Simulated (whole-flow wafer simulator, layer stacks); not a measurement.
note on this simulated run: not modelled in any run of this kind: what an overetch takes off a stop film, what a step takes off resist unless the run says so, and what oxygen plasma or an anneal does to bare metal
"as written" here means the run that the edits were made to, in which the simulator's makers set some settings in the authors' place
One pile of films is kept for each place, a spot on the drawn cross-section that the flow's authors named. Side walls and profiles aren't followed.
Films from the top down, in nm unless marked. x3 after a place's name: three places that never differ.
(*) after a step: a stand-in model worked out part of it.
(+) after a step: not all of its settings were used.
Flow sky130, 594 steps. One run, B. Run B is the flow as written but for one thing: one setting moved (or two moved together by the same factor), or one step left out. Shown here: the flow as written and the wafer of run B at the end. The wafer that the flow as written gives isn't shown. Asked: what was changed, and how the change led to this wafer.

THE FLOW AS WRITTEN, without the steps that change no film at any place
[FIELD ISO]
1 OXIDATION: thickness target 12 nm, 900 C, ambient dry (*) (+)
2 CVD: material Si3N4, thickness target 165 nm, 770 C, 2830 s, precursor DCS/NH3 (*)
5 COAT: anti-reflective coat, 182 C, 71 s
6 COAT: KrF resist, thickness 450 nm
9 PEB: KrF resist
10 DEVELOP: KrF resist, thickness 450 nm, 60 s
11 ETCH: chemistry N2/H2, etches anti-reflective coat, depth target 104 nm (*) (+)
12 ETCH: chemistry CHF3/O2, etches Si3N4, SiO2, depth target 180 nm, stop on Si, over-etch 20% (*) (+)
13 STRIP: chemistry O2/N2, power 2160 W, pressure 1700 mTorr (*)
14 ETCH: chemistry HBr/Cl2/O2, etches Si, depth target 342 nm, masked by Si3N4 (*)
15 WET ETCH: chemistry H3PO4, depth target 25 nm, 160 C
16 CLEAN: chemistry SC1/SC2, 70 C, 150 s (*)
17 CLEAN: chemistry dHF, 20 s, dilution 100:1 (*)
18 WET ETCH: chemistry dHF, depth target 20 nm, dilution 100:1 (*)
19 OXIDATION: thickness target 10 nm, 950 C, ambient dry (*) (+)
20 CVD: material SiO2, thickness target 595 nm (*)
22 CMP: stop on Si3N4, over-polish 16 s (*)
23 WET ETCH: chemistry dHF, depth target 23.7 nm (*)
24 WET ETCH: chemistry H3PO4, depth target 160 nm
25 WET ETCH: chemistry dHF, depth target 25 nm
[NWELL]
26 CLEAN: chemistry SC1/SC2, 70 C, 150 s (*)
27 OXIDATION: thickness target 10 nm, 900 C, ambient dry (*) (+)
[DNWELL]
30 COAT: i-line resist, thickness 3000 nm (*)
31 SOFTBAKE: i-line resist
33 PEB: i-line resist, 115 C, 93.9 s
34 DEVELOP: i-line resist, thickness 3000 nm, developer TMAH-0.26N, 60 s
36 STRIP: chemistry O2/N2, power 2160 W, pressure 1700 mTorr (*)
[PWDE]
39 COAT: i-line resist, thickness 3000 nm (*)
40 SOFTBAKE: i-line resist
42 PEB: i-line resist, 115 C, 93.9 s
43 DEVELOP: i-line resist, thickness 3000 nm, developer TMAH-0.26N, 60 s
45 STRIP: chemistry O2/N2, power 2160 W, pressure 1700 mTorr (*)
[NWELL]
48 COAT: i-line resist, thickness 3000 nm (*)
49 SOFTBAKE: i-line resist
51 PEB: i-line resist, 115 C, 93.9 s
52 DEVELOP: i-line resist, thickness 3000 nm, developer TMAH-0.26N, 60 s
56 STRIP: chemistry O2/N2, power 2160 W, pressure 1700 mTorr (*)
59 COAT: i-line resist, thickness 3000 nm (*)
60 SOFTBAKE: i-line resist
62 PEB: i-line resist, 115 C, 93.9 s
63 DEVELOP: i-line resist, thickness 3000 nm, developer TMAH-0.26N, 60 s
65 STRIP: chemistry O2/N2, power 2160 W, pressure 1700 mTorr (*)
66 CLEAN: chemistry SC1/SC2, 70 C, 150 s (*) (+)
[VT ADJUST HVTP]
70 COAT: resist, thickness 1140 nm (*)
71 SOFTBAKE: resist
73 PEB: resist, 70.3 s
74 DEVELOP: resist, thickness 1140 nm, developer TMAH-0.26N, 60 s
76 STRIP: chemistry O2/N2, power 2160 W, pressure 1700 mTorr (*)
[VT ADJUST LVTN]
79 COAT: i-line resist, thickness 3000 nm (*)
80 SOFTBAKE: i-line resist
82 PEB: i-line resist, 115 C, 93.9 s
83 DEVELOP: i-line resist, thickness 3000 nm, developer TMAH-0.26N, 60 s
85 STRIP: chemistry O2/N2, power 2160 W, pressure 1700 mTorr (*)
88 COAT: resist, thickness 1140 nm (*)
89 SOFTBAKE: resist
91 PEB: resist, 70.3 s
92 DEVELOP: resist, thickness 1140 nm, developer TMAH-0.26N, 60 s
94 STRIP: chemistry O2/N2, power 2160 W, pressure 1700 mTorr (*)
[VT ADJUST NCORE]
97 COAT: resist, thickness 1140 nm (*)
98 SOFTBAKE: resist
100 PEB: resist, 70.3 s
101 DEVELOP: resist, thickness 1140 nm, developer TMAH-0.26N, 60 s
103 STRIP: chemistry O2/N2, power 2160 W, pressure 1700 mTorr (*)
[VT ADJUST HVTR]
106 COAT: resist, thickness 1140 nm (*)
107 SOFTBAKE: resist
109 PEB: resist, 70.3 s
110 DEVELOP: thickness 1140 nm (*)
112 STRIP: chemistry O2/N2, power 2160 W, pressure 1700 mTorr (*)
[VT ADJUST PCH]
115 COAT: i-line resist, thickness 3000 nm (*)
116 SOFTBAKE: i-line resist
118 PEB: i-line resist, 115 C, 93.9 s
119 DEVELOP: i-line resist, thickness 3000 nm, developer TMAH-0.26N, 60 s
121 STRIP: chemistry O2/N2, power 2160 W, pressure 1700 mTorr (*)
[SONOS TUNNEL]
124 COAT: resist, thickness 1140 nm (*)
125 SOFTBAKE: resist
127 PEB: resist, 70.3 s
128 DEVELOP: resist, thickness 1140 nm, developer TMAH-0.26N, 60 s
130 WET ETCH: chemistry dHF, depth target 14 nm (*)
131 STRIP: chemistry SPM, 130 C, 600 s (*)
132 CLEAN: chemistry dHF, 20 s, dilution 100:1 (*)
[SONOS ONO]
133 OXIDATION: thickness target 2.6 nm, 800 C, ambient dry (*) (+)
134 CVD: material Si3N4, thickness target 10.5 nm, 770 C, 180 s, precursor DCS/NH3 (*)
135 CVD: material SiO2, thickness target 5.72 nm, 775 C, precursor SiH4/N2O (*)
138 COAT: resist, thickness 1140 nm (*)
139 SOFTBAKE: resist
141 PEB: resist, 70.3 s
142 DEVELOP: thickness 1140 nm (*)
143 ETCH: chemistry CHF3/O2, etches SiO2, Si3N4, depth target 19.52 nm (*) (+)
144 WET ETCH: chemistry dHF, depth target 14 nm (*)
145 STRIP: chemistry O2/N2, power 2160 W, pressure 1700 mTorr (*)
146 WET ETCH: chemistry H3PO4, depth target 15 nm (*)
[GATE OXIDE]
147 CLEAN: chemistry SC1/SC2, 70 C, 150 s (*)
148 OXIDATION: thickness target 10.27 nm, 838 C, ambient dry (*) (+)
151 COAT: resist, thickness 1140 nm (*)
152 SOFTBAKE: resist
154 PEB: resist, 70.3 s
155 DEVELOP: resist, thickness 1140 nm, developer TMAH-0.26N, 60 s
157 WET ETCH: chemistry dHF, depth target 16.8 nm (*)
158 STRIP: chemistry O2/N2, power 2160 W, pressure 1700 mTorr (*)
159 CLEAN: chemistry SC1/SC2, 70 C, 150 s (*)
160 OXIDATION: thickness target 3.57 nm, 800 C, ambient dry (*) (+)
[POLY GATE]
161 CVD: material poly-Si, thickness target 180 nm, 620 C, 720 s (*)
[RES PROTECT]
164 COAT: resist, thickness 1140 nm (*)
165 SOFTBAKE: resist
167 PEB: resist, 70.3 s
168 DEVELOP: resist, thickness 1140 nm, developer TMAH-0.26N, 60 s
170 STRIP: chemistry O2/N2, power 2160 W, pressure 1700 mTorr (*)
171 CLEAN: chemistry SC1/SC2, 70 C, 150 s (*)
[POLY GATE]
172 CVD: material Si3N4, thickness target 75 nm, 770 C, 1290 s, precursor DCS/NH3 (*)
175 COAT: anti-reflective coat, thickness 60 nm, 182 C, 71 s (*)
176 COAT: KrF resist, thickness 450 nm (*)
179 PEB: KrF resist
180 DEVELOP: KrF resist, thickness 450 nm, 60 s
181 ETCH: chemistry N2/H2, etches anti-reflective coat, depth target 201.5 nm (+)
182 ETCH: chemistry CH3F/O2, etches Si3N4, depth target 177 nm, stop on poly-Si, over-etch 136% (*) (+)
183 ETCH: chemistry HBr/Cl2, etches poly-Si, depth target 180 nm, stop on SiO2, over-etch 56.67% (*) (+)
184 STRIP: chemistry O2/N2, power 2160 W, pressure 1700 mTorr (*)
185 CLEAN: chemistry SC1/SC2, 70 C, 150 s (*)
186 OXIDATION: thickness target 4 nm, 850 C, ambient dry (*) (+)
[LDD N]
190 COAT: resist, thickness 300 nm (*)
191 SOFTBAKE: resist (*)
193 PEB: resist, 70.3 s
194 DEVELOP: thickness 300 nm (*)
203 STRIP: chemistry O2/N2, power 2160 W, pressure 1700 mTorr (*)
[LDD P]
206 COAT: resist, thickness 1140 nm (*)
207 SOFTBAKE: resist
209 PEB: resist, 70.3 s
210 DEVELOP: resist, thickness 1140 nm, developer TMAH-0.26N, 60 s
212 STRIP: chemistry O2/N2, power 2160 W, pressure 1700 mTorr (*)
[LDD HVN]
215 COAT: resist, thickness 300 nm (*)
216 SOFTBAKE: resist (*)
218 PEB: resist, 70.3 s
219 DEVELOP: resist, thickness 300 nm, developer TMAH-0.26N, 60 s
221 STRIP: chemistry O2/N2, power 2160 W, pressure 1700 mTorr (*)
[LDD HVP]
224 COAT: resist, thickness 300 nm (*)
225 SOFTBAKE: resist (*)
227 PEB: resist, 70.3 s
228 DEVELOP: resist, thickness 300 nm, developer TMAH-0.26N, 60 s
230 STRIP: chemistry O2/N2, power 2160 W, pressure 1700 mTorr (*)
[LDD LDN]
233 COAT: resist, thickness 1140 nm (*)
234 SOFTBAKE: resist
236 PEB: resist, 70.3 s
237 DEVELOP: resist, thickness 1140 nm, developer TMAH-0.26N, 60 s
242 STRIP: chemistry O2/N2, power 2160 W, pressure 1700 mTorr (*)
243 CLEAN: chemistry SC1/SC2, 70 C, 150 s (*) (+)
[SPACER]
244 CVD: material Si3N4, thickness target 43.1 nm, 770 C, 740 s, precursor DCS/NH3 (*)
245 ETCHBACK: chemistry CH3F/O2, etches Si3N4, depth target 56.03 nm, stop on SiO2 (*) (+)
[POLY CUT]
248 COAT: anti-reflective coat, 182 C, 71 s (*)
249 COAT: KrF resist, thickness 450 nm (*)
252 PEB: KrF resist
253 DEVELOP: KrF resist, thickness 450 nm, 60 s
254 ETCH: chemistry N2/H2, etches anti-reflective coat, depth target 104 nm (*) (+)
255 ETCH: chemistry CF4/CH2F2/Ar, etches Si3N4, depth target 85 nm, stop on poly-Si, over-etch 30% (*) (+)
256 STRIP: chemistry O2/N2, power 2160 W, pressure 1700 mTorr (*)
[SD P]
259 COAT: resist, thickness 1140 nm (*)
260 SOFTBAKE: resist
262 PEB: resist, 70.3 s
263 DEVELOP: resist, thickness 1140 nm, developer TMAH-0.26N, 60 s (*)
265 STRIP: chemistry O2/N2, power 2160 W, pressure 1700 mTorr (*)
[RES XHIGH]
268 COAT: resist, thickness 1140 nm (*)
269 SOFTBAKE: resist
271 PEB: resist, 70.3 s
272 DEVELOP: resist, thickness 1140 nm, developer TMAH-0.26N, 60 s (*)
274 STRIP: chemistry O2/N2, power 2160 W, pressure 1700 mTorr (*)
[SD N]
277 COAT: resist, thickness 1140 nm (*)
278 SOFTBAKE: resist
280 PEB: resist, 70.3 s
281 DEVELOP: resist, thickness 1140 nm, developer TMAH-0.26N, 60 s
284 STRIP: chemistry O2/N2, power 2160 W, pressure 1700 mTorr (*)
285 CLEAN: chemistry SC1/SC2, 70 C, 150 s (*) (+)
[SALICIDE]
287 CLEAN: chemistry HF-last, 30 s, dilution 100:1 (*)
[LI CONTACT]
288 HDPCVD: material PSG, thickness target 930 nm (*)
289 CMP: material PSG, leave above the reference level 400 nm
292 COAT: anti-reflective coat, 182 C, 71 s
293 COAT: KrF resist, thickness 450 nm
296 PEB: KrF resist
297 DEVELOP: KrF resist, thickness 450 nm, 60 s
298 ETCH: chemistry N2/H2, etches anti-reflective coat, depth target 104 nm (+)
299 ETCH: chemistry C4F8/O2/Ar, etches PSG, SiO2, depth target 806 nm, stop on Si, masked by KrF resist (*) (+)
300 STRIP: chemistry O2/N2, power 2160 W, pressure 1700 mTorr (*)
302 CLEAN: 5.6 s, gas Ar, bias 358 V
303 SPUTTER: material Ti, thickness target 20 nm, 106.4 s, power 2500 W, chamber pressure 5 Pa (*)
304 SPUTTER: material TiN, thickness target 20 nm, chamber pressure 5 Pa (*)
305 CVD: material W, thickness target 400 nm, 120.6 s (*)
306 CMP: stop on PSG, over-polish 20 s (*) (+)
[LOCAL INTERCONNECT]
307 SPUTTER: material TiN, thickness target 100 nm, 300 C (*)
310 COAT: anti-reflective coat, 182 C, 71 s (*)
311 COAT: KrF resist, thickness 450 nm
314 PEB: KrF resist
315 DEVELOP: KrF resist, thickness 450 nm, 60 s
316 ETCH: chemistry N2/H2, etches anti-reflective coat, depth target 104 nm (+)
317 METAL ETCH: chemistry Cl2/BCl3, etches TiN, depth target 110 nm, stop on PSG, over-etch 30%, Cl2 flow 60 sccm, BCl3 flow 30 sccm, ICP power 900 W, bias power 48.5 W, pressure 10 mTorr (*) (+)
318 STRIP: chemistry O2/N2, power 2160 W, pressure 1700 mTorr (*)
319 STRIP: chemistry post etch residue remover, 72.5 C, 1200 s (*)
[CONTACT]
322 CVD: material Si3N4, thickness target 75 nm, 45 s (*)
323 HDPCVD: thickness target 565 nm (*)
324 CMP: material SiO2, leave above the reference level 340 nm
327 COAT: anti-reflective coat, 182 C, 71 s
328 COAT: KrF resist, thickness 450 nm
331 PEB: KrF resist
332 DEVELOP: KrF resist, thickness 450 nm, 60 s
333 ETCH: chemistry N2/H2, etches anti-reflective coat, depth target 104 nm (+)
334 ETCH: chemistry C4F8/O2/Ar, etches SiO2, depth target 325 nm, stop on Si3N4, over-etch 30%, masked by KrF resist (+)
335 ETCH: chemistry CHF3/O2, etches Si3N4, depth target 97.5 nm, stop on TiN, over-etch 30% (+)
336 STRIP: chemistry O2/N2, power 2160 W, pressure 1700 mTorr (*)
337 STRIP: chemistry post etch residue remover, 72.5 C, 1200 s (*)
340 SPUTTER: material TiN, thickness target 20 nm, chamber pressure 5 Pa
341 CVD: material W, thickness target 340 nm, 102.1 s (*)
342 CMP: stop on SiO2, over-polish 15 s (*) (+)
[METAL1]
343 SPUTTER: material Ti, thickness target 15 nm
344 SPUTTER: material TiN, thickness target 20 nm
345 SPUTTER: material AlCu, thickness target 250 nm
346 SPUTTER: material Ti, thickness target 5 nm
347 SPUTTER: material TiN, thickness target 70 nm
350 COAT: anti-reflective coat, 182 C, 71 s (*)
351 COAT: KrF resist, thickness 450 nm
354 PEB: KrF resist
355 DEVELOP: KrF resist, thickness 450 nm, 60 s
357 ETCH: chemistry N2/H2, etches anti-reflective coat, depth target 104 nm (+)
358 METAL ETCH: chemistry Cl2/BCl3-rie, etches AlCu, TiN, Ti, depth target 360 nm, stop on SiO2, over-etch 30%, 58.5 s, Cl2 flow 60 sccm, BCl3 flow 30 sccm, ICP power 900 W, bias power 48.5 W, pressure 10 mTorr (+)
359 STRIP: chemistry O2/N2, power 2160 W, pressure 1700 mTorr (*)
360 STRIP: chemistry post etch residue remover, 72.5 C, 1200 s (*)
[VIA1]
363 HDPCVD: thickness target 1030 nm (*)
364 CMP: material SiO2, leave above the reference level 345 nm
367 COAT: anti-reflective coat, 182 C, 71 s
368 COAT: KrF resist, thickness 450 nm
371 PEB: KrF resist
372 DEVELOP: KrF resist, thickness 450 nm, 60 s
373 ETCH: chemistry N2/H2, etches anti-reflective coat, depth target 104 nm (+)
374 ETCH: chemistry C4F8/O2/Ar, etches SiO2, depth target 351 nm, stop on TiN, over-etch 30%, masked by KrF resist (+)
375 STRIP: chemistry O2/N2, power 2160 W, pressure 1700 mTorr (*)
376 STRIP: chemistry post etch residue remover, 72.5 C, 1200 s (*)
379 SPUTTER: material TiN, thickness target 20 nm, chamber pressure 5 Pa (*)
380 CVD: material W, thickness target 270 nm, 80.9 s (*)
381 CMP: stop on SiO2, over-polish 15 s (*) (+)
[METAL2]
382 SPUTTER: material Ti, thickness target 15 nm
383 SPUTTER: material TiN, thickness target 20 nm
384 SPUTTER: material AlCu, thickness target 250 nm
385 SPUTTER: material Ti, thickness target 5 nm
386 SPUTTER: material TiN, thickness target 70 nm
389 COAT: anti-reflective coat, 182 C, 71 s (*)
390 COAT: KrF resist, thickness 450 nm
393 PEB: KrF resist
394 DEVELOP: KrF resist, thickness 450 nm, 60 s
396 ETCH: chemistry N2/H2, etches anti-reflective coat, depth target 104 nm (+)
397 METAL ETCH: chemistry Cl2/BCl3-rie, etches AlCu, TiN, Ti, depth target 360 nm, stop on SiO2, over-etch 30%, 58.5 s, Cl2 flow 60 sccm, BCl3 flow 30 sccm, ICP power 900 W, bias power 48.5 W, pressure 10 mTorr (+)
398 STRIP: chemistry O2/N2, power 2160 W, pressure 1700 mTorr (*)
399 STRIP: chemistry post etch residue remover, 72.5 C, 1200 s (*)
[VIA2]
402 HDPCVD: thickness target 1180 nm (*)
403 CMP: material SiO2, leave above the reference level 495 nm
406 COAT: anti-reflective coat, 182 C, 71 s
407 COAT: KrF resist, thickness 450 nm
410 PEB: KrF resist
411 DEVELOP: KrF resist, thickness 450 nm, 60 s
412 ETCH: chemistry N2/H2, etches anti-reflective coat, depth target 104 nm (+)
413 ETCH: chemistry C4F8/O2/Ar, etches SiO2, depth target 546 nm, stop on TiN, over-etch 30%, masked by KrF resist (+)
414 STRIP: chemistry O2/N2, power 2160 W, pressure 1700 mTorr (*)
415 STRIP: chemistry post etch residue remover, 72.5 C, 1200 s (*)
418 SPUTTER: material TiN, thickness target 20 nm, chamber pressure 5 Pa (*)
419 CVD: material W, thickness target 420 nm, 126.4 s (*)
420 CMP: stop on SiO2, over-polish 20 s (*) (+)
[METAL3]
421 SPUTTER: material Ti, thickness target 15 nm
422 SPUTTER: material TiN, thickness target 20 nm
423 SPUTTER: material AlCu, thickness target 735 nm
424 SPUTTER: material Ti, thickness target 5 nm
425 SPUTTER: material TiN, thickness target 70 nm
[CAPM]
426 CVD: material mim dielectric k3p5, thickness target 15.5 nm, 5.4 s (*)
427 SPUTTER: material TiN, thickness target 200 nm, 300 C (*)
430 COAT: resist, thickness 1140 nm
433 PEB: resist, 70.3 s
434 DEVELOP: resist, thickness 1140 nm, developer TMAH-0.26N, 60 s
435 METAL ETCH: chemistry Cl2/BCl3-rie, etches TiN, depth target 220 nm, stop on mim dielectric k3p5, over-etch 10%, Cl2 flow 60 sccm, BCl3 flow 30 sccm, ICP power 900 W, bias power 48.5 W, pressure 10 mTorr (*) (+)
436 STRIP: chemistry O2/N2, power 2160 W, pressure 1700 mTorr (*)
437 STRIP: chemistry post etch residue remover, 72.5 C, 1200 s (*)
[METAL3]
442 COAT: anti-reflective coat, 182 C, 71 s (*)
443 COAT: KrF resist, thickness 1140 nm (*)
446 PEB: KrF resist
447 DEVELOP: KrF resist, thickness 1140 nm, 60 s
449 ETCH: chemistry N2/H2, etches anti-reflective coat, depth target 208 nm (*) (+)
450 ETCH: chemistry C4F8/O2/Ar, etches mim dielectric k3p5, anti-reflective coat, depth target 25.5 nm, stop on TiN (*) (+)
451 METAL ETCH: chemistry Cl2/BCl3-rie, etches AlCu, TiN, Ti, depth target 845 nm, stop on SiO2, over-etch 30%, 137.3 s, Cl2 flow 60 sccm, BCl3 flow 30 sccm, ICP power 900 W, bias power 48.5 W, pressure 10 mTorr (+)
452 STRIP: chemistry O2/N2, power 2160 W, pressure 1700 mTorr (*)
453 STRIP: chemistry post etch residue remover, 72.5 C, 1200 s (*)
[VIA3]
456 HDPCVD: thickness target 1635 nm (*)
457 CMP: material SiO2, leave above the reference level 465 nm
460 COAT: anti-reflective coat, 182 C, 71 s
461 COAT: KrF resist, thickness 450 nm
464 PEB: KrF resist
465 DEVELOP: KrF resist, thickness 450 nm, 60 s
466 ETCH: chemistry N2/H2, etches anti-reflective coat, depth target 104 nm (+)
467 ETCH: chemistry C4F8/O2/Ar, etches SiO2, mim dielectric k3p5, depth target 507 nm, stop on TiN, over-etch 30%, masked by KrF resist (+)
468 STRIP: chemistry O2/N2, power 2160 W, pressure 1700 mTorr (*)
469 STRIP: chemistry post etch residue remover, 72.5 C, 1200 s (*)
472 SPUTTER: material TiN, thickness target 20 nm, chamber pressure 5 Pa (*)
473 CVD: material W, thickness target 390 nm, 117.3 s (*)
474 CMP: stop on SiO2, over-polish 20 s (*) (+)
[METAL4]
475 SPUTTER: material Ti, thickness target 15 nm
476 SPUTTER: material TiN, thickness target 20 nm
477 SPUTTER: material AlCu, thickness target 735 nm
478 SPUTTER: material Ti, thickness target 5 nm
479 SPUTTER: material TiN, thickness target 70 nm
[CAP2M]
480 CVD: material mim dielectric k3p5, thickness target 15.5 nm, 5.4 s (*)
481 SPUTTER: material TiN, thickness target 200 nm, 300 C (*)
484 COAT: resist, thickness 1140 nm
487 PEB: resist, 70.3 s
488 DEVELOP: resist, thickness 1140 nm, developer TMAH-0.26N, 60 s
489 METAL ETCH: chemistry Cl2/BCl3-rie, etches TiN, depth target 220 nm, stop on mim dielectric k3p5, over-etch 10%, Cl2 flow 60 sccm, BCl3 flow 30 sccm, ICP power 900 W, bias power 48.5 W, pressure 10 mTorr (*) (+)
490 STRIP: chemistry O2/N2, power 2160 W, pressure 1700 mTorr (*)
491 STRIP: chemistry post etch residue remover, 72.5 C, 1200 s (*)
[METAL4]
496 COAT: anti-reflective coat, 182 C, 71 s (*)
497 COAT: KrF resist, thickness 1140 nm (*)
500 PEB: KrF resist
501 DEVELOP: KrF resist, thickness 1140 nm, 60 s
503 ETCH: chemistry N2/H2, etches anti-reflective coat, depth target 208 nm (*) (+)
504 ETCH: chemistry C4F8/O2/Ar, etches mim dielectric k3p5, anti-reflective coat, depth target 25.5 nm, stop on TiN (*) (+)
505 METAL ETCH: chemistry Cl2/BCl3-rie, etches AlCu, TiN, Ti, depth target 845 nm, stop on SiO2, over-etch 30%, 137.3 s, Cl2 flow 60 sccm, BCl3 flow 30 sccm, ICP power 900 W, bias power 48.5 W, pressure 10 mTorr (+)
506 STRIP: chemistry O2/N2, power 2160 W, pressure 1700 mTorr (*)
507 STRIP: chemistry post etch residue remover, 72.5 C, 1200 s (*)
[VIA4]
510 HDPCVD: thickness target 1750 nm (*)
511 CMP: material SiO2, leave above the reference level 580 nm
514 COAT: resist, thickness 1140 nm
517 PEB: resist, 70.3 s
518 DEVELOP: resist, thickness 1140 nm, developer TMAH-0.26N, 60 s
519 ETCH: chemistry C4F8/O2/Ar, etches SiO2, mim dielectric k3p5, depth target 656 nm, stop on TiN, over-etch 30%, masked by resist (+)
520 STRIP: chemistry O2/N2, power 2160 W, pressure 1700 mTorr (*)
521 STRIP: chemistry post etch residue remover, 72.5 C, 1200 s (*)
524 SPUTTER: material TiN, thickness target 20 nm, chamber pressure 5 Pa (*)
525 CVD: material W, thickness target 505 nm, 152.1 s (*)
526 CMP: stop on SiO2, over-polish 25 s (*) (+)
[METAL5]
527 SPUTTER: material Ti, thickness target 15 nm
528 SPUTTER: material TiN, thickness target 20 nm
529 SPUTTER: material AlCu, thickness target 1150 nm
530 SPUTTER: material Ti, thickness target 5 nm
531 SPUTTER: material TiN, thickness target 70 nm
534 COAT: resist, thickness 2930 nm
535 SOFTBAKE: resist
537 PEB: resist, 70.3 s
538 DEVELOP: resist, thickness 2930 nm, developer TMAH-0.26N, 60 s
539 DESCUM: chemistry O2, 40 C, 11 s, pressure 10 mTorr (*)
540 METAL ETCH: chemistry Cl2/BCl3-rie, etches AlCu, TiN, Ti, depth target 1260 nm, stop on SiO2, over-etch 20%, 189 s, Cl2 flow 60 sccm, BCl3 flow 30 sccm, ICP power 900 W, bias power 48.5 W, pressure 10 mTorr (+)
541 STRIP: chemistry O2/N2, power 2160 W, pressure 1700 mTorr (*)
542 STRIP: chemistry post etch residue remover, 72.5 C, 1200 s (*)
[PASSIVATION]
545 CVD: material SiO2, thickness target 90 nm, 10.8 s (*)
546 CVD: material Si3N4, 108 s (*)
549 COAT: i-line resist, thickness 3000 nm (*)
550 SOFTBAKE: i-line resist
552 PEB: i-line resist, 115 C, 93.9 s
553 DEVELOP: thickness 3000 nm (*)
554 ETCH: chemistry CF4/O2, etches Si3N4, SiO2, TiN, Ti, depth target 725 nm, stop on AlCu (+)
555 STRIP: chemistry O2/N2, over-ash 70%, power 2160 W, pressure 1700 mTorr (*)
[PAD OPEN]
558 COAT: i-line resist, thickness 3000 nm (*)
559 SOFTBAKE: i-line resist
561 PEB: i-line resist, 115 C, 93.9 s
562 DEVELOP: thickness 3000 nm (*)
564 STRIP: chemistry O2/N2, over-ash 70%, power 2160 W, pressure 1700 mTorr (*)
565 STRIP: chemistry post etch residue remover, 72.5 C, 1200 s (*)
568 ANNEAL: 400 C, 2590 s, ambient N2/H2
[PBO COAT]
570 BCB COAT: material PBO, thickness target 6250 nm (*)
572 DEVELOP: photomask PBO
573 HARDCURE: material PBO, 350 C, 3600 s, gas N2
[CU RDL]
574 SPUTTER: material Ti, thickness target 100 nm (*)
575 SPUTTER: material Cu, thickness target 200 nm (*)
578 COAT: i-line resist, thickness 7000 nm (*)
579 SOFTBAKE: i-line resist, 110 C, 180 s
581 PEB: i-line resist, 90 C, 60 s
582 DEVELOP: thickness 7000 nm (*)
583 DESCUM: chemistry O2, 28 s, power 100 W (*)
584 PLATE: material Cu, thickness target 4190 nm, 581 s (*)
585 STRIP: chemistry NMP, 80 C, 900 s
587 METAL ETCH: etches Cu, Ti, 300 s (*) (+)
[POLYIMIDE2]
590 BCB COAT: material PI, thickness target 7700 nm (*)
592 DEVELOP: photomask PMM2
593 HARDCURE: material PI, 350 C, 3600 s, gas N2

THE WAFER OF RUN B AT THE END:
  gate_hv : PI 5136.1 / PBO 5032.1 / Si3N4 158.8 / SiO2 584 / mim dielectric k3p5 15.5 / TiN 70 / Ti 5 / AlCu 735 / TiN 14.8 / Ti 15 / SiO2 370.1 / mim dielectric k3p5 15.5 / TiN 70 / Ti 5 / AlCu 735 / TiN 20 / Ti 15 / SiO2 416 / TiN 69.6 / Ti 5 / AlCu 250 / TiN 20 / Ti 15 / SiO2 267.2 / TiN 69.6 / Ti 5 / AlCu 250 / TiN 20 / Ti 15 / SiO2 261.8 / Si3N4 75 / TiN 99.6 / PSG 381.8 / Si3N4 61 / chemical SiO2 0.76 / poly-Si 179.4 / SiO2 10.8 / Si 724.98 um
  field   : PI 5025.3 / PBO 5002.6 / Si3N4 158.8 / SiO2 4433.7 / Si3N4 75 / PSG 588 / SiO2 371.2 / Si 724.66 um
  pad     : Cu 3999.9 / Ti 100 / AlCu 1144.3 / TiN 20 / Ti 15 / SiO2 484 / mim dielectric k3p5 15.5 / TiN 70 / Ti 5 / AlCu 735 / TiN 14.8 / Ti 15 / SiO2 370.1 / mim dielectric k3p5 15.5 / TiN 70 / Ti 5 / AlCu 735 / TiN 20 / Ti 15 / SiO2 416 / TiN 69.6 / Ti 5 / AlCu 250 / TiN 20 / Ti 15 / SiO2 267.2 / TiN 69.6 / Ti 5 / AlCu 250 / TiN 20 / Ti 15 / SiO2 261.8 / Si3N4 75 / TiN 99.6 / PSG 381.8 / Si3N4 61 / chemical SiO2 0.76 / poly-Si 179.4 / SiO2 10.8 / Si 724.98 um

The cause: step 476, SPUTTER: thickness target 14.8 nm was run, where the flow has thickness target 20 nm.
It can be read off the wafer: gate_hv has TiN 14.8, and step 476 as written asks for 20 nm.

How the change led to this, step by step:
  476 SPUTTER: material TiN, thickness target 20 nm
      field, active, n_well and 189 more: TiN +14.8 (new film) (as written it would be: TiN +20 (new film))
  505 METAL ETCH: chemistry Cl2/BCl3-rie, etches AlCu, TiN, Ti, depth target 845 nm, stop on SiO2, over-etch 30%, 137.3 s, Cl2 flow 60 sccm, BCl3 flow 30 sccm, ICP power 900 W, bias power 48.5 W, pressure 10 mTorr (+)
      field, gate, spacer and 68 more: TiN -70 (all of it), Ti -5 (all of it), AlCu -735 (all of it), TiN -14.8 (all of it), Ti -15 (all of it), SiO2 -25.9 (as written it would be: TiN -70 (all of it), Ti -5 (all of it), AlCu -735 (all of it), TiN -20 (all of it), Ti -15 (all of it), SiO2 -25.4)
      active, vpp_iso1, mim_edge_plate and 14 more: TiN -70 (all of it), Ti -5 (all of it), AlCu -735 (all of it), TiN -14.8 (all of it), Ti -15 (all of it), SiO2 -25.9 (as written it would be: TiN -70 (all of it), Ti -5 (all of it), AlCu -735 (all of it), TiN -20 (all of it), Ti -15 (all of it), SiO2 -25.3)
